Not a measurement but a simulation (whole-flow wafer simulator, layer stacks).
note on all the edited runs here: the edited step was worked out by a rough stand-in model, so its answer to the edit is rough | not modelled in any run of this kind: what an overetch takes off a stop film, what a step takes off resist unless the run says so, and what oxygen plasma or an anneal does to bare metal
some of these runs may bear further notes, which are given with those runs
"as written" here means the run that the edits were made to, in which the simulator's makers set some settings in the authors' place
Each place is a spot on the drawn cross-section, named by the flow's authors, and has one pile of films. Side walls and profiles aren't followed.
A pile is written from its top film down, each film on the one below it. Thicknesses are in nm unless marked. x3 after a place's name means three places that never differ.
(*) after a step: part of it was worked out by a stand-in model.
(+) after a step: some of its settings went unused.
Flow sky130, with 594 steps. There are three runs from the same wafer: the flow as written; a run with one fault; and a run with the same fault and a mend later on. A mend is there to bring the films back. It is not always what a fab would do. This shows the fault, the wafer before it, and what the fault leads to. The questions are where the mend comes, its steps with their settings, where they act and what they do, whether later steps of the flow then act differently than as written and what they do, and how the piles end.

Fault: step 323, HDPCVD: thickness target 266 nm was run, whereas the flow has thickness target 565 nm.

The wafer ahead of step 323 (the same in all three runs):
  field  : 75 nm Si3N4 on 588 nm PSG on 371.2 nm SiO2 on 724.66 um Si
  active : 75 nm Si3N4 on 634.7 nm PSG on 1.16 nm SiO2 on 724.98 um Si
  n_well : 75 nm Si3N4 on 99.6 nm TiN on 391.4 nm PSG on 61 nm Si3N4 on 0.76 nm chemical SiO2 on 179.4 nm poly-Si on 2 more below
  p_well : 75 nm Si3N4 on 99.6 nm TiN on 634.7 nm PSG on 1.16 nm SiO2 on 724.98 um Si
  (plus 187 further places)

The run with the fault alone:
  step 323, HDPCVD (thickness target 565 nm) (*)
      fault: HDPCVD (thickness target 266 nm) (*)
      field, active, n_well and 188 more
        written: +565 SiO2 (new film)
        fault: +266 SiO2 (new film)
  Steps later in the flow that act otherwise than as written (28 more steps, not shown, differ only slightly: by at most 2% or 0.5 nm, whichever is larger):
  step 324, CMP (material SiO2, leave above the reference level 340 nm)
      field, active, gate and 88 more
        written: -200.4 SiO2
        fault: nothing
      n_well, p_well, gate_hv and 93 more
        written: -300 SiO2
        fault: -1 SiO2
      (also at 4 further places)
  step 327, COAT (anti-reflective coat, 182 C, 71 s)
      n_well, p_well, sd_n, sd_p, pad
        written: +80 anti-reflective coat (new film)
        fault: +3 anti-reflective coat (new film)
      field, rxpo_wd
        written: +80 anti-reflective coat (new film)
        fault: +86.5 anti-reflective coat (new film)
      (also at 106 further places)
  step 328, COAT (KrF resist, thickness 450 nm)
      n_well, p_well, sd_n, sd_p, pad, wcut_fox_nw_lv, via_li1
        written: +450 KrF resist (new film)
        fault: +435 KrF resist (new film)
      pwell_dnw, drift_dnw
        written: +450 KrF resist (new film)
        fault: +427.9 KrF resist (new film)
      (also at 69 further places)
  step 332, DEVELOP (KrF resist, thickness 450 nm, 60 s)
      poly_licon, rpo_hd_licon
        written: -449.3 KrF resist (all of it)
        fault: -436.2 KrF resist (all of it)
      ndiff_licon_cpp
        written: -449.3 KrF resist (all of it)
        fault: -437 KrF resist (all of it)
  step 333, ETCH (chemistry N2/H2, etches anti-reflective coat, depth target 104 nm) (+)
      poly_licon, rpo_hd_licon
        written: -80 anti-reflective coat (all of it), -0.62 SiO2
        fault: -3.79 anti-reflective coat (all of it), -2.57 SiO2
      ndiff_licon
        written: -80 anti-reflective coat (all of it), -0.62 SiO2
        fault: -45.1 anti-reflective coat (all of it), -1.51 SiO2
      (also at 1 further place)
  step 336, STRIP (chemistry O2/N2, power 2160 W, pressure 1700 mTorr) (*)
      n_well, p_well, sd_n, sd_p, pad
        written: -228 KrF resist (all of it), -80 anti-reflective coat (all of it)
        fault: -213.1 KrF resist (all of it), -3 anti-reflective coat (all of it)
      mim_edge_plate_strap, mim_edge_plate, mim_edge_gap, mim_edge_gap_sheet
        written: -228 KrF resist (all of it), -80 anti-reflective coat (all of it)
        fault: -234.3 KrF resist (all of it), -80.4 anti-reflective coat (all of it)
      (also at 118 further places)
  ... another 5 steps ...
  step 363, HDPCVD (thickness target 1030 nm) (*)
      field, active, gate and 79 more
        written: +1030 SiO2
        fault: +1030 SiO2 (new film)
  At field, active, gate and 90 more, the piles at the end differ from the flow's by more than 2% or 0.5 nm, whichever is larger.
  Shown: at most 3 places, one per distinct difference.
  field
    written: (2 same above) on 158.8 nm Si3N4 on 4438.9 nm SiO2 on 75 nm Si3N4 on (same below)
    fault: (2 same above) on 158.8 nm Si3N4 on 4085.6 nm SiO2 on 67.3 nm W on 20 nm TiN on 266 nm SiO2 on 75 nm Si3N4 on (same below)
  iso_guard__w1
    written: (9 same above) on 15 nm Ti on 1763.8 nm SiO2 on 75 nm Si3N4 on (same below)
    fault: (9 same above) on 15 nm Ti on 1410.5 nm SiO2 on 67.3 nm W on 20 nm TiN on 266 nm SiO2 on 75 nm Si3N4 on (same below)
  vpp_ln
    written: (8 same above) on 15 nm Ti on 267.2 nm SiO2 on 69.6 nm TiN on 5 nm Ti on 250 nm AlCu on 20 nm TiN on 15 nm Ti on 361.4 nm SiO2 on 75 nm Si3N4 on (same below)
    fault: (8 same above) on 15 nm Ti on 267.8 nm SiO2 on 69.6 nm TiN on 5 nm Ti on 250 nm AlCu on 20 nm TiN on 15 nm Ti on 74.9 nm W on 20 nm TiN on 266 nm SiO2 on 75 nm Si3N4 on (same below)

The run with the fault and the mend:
  The mend follows step 323.
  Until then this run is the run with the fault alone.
  step 323a, HDPCVD (thickness target 299 nm) (*) (the flow's step 323 again, with other settings)
      field, active, n_well and 188 more
        +299 SiO2
  Every later step of the flow that is run acts as written at every place that is followed.
  At every place that both follow, the piles at the end match the flow's.
